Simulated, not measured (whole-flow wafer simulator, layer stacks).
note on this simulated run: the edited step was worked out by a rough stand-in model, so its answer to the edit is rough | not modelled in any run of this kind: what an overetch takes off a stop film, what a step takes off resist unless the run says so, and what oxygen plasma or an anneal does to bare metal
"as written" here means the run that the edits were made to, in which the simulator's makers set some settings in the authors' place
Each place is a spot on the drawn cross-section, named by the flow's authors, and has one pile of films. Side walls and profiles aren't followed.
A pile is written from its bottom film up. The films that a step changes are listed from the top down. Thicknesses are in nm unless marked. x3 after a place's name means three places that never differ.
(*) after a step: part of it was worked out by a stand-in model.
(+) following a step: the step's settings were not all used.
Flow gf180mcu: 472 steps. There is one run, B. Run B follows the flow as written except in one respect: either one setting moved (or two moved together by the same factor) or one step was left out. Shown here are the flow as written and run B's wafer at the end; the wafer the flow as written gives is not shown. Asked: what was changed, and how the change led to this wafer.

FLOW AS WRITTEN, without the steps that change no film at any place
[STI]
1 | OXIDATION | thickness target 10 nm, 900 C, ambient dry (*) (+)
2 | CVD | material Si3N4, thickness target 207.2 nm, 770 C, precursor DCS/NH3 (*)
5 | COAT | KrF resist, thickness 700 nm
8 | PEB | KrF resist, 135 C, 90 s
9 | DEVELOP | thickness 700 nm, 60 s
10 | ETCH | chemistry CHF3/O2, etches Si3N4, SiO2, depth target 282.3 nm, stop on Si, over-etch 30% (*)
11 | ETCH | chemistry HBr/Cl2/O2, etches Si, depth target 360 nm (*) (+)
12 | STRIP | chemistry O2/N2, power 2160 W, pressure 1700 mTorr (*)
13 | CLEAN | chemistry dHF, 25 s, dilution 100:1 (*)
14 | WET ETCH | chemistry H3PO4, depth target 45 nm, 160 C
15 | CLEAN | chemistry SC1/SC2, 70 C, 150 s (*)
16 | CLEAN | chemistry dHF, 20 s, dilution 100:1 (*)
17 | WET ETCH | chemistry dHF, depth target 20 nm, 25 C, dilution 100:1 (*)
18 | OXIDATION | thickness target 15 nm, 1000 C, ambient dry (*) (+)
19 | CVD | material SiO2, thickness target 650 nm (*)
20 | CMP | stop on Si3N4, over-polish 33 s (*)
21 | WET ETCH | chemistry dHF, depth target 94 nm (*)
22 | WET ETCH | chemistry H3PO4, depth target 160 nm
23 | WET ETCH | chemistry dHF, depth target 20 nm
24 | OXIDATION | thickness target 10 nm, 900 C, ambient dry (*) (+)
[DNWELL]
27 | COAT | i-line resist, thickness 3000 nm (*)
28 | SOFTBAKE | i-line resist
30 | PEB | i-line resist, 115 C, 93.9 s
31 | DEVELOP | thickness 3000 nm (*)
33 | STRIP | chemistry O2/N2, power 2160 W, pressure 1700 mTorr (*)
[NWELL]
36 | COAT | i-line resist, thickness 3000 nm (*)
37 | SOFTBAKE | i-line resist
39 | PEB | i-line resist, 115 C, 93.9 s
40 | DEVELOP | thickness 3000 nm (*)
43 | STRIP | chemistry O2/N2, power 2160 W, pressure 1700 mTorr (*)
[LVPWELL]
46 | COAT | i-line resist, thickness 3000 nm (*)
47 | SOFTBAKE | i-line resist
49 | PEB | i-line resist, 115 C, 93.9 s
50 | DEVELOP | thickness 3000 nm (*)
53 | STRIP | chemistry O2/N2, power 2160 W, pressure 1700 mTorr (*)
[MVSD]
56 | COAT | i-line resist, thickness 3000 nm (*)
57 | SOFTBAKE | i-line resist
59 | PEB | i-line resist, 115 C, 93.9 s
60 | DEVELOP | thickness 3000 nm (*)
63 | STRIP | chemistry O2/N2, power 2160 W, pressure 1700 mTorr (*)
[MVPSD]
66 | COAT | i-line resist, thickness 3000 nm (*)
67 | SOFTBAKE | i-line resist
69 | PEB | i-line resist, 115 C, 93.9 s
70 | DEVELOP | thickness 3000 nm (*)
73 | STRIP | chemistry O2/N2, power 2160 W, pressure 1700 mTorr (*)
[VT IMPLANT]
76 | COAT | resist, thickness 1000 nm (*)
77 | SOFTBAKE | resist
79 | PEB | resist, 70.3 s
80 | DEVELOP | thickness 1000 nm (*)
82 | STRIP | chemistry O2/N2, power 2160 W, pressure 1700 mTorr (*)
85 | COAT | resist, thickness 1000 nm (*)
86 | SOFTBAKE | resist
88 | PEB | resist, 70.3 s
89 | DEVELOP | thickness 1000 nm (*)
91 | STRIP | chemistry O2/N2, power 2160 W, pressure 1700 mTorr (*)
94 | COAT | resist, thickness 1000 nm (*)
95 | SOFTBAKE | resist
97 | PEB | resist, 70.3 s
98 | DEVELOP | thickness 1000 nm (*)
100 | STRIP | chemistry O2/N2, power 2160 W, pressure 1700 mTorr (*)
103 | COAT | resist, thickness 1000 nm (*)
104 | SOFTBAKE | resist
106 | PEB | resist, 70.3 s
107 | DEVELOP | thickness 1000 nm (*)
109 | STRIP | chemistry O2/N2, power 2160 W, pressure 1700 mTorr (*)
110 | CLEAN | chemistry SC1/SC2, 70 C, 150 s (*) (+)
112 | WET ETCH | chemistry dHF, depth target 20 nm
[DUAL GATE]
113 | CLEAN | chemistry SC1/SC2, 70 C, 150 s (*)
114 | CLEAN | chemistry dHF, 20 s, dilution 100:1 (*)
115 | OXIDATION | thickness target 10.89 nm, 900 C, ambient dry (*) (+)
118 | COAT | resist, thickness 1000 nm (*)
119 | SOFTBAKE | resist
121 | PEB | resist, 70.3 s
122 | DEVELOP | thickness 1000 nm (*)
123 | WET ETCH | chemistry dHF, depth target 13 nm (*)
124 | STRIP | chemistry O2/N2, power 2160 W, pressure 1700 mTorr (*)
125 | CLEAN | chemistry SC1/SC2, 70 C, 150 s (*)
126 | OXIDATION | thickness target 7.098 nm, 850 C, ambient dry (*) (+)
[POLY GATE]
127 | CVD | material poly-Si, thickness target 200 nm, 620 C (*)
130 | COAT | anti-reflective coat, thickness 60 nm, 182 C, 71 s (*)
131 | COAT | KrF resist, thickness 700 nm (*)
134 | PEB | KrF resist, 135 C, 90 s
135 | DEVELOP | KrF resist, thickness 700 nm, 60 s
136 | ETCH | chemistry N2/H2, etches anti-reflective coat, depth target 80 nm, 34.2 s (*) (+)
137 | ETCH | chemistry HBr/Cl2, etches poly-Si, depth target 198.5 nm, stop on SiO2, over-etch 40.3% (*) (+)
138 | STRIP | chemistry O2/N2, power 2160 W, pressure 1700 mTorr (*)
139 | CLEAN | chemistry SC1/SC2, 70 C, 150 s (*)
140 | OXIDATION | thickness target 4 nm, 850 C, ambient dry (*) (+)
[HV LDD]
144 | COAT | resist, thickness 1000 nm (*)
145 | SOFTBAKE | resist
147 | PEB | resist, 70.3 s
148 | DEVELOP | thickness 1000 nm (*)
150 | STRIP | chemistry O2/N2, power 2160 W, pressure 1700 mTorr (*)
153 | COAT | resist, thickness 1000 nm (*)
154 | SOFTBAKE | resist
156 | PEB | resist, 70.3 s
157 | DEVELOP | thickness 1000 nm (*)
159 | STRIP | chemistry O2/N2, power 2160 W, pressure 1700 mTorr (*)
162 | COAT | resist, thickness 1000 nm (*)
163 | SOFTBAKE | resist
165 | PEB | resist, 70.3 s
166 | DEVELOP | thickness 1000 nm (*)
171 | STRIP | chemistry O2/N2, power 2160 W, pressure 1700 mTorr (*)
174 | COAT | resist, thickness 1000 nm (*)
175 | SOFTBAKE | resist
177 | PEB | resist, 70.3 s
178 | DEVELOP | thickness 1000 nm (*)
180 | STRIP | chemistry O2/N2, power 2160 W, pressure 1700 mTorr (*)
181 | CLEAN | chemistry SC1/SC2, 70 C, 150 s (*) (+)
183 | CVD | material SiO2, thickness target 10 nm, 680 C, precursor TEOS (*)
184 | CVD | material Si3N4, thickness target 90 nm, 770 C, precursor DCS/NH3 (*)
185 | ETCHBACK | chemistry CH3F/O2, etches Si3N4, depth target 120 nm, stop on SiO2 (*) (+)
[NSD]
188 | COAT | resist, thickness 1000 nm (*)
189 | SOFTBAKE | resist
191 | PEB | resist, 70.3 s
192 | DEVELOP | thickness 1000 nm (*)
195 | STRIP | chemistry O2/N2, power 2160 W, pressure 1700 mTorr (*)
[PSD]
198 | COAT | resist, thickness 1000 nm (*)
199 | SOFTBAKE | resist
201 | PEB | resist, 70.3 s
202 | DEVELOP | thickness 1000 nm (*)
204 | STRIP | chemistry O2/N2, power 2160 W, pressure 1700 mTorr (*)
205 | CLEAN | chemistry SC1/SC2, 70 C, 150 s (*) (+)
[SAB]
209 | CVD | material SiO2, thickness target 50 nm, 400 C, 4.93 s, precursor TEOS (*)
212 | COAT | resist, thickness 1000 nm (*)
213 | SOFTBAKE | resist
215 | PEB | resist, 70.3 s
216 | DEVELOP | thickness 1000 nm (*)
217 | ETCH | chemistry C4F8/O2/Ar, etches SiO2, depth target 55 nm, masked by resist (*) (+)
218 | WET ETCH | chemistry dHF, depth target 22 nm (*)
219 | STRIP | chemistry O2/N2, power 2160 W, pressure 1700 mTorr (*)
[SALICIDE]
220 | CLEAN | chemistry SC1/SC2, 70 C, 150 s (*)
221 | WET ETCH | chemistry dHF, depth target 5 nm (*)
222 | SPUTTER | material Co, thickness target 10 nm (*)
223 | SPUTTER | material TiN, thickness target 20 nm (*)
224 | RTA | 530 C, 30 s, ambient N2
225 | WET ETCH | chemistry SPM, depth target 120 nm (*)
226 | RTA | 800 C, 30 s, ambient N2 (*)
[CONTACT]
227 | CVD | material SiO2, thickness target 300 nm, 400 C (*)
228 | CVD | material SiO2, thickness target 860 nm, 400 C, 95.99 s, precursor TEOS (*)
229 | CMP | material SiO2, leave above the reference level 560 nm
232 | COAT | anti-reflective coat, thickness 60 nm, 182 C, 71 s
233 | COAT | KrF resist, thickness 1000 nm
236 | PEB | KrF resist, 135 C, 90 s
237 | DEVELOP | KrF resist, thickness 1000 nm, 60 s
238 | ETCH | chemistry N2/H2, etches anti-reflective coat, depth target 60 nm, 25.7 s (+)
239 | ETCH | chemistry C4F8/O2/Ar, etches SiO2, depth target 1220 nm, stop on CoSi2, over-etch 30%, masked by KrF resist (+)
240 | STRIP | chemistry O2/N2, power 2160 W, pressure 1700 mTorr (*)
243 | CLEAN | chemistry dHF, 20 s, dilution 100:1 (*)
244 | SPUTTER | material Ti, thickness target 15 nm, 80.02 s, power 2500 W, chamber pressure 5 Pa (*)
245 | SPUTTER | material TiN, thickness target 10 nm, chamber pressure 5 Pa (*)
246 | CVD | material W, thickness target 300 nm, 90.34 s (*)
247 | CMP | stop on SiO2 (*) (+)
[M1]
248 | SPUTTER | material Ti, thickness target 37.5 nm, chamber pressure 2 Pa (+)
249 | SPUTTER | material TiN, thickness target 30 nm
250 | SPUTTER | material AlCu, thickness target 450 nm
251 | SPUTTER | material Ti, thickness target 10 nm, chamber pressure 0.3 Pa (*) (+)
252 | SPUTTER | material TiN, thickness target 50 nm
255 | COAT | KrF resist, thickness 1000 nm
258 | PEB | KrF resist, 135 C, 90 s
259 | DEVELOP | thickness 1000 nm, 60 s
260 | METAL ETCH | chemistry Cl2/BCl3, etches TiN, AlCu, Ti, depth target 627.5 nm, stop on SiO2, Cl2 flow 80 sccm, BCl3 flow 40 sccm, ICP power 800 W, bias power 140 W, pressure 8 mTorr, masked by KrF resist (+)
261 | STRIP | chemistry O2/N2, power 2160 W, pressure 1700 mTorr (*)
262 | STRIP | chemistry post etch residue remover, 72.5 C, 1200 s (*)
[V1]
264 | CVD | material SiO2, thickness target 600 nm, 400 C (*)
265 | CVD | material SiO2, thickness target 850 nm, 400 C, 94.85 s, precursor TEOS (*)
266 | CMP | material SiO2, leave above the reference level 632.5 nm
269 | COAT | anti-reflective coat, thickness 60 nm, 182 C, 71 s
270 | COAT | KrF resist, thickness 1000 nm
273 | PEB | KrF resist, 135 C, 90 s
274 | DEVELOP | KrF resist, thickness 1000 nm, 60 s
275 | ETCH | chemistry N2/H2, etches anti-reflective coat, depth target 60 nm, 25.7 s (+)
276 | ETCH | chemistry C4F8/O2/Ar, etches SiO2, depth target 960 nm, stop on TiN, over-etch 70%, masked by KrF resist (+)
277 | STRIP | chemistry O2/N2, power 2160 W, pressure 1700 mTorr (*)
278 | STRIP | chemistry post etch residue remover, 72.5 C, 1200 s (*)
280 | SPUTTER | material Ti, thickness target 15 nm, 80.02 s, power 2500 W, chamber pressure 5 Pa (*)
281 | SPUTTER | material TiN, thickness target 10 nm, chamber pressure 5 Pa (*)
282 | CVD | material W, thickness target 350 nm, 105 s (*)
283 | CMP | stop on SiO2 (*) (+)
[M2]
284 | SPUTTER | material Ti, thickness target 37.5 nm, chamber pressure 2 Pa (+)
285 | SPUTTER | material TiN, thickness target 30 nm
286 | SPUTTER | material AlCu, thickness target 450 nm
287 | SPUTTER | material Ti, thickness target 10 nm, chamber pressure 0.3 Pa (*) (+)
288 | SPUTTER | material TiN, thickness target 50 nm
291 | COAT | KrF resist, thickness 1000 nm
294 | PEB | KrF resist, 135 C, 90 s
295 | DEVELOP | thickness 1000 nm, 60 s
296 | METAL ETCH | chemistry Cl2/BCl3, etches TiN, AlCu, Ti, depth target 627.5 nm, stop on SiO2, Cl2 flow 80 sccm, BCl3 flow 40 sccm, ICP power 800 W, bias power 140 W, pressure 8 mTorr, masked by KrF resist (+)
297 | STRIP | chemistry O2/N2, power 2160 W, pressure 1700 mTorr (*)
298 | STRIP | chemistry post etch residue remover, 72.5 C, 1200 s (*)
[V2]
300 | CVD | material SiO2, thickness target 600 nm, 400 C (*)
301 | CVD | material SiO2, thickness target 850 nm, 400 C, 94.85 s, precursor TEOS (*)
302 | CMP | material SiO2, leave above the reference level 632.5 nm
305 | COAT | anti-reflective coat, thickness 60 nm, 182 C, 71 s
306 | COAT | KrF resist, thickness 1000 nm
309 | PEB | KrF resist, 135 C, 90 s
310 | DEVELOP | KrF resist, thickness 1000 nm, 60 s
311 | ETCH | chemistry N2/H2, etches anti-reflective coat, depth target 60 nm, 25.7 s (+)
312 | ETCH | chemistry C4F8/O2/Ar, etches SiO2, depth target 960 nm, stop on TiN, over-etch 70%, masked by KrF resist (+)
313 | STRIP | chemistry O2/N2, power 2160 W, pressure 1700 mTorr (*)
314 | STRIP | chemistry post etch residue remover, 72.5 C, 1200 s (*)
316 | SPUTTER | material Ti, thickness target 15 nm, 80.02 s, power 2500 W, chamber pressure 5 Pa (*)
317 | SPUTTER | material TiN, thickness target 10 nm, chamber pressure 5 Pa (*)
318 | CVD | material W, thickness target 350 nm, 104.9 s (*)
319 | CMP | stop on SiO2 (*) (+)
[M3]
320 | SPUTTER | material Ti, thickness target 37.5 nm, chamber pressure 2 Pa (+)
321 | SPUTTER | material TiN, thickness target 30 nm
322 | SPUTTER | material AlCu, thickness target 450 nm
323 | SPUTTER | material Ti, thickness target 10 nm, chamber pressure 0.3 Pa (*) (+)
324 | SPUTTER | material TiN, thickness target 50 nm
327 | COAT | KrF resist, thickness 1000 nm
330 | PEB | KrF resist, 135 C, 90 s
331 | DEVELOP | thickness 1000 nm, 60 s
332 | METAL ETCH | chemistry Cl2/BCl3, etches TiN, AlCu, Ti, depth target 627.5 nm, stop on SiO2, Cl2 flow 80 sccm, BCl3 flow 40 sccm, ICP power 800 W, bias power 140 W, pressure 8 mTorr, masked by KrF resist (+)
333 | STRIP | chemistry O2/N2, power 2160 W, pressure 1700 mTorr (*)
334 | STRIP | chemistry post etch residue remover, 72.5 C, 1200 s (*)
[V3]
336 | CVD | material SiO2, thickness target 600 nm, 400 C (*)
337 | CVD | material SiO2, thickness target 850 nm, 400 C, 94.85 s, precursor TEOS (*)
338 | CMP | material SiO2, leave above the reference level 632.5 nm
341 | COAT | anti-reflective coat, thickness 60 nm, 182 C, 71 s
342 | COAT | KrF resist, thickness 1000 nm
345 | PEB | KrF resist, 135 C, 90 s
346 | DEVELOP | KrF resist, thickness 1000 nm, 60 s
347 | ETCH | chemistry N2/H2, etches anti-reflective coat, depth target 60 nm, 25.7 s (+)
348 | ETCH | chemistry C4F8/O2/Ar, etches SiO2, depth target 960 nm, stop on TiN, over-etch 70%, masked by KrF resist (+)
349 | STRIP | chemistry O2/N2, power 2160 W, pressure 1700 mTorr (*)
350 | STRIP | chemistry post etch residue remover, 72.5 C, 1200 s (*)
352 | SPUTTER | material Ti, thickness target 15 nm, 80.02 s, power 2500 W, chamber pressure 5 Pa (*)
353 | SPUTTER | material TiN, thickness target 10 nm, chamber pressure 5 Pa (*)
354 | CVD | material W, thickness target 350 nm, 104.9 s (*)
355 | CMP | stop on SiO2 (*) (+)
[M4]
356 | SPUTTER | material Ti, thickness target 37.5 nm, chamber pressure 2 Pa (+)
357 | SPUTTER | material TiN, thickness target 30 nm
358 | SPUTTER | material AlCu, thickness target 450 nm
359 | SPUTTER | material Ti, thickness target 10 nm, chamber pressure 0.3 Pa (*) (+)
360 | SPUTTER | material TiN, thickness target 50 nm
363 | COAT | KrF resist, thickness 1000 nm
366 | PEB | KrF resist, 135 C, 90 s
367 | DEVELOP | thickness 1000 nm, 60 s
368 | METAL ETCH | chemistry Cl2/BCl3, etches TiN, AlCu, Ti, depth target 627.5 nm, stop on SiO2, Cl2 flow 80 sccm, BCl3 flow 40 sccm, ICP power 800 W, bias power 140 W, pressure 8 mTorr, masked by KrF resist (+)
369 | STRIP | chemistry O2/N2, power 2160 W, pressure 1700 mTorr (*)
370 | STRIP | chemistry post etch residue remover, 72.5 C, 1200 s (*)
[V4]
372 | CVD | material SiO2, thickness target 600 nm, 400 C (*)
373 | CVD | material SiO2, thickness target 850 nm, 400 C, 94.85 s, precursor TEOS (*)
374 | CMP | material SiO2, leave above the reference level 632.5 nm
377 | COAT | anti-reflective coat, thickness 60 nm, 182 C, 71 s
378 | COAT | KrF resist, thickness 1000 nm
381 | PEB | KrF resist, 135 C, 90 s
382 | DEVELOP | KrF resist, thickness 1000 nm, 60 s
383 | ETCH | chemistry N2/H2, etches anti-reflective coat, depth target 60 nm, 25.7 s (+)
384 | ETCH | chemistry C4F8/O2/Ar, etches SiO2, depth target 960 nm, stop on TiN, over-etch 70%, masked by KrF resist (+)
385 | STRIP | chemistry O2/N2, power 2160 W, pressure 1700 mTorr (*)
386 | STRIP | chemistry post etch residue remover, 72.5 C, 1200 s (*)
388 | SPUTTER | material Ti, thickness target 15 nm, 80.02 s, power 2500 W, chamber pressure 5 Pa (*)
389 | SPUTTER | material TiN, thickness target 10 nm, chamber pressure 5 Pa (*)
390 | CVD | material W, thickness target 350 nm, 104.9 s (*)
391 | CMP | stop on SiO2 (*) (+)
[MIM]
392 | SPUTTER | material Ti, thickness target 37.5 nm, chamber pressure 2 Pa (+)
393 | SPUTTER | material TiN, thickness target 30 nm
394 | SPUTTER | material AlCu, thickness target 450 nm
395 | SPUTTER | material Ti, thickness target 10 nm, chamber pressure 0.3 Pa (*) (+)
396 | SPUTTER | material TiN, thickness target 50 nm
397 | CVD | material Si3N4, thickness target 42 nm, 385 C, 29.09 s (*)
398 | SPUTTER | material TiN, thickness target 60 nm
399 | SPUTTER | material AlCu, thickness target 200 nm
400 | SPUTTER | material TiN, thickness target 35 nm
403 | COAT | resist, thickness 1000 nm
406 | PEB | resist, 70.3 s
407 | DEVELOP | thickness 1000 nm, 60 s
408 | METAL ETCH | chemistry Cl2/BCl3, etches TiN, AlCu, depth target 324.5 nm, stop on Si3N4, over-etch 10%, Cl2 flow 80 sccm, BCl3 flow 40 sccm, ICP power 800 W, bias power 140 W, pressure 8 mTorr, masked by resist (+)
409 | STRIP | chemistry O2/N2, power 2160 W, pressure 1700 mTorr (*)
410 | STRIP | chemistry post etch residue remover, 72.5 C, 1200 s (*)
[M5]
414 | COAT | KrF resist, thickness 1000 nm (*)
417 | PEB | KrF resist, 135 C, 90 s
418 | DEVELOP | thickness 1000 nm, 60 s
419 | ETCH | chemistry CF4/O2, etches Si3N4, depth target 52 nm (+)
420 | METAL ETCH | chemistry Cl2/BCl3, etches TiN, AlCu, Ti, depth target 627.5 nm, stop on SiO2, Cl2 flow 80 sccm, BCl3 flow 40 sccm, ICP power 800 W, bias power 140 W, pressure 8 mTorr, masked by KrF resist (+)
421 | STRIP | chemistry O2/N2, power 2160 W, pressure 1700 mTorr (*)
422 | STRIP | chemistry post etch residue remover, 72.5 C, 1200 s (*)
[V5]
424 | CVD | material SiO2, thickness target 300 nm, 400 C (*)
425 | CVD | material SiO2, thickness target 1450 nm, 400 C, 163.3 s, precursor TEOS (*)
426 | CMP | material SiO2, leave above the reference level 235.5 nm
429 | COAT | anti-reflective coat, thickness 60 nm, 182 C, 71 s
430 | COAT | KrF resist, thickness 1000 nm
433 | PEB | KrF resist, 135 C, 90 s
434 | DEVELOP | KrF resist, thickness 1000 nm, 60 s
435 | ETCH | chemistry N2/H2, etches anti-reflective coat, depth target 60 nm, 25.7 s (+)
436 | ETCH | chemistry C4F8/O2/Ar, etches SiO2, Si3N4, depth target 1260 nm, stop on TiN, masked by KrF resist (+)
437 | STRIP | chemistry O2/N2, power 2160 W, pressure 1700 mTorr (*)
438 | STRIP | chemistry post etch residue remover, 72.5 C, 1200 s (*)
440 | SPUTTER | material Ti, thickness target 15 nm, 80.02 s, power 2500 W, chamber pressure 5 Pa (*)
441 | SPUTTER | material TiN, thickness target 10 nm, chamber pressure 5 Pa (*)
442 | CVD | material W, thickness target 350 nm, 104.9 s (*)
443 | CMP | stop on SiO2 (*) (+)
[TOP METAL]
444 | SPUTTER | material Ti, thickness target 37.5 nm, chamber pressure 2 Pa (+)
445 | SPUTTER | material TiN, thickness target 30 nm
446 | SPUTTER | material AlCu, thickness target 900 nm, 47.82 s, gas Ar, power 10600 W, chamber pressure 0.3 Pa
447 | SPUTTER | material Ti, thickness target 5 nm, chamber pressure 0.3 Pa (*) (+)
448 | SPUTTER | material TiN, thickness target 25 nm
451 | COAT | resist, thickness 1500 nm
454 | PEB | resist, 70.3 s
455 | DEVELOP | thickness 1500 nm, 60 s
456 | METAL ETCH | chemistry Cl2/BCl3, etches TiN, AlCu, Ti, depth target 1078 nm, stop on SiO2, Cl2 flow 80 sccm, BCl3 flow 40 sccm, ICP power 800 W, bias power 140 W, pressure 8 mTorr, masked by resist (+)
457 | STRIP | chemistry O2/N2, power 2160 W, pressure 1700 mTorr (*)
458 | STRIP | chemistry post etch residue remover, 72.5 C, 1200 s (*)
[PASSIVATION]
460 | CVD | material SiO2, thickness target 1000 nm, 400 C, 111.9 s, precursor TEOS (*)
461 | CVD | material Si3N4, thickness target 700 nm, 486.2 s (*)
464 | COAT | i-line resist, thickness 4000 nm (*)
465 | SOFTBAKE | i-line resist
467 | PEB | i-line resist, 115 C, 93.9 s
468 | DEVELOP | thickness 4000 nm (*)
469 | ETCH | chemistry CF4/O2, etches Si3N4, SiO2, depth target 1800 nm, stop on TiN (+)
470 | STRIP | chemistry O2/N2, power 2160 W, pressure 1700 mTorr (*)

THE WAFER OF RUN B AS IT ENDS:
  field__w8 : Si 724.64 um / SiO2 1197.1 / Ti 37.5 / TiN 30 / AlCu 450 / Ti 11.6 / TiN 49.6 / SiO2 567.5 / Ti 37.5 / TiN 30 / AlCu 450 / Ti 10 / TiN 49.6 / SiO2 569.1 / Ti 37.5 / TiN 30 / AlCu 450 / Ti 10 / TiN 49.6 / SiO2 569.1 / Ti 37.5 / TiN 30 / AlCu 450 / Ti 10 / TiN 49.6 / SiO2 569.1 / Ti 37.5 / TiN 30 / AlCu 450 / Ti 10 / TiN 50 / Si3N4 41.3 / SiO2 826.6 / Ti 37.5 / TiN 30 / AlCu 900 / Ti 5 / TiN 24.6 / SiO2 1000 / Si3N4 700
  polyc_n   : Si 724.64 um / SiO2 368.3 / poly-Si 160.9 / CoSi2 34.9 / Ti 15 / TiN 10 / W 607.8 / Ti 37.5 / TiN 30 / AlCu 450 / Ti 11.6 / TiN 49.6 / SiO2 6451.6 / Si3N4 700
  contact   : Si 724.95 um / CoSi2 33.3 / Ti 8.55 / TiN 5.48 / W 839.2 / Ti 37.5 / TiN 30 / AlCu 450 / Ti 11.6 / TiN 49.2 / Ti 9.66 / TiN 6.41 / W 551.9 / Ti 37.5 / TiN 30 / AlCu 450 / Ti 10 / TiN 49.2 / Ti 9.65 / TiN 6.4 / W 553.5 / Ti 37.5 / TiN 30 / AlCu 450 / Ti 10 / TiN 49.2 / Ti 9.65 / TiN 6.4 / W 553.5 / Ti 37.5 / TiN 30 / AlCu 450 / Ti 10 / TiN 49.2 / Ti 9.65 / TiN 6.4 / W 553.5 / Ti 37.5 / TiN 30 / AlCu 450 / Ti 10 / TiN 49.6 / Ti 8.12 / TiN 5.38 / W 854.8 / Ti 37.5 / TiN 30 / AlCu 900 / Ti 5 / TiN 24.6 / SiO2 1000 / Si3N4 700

The reason: step 251, SPUTTER: thickness target 11.6 nm was run, while the flow as written has thickness target 10 nm.
The wafer itself shows it: field__w8 has Ti 11.6, and step 251 as written asks for 10 nm.

How this came from the change, step by step:
  251 | SPUTTER | material Ti, thickness target 10 nm, chamber pressure 0.3 Pa (*) (+)
      field, field__w1, field__w2 and 108 more: +11.6 Ti (new film) (it would be, as written: +10 Ti (new film))
  260 | METAL ETCH | chemistry Cl2/BCl3, etches TiN, AlCu, Ti, depth target 627.5 nm, stop on SiO2, Cl2 flow 80 sccm, BCl3 flow 40 sccm, ICP power 800 W, bias power 140 W, pressure 8 mTorr, masked by KrF resist (+)
      field, field__w1, field__w2 and 99 more: -50 TiN (all of it), -11.6 Ti (all of it), -450 AlCu (all of it), -30 TiN (all of it), -37.5 Ti (all of it) (it would be, as written: -50 TiN (all of it), -10 Ti (all of it), -450 AlCu (all of it), -30 TiN (all of it), -37.5 Ti (all of it))
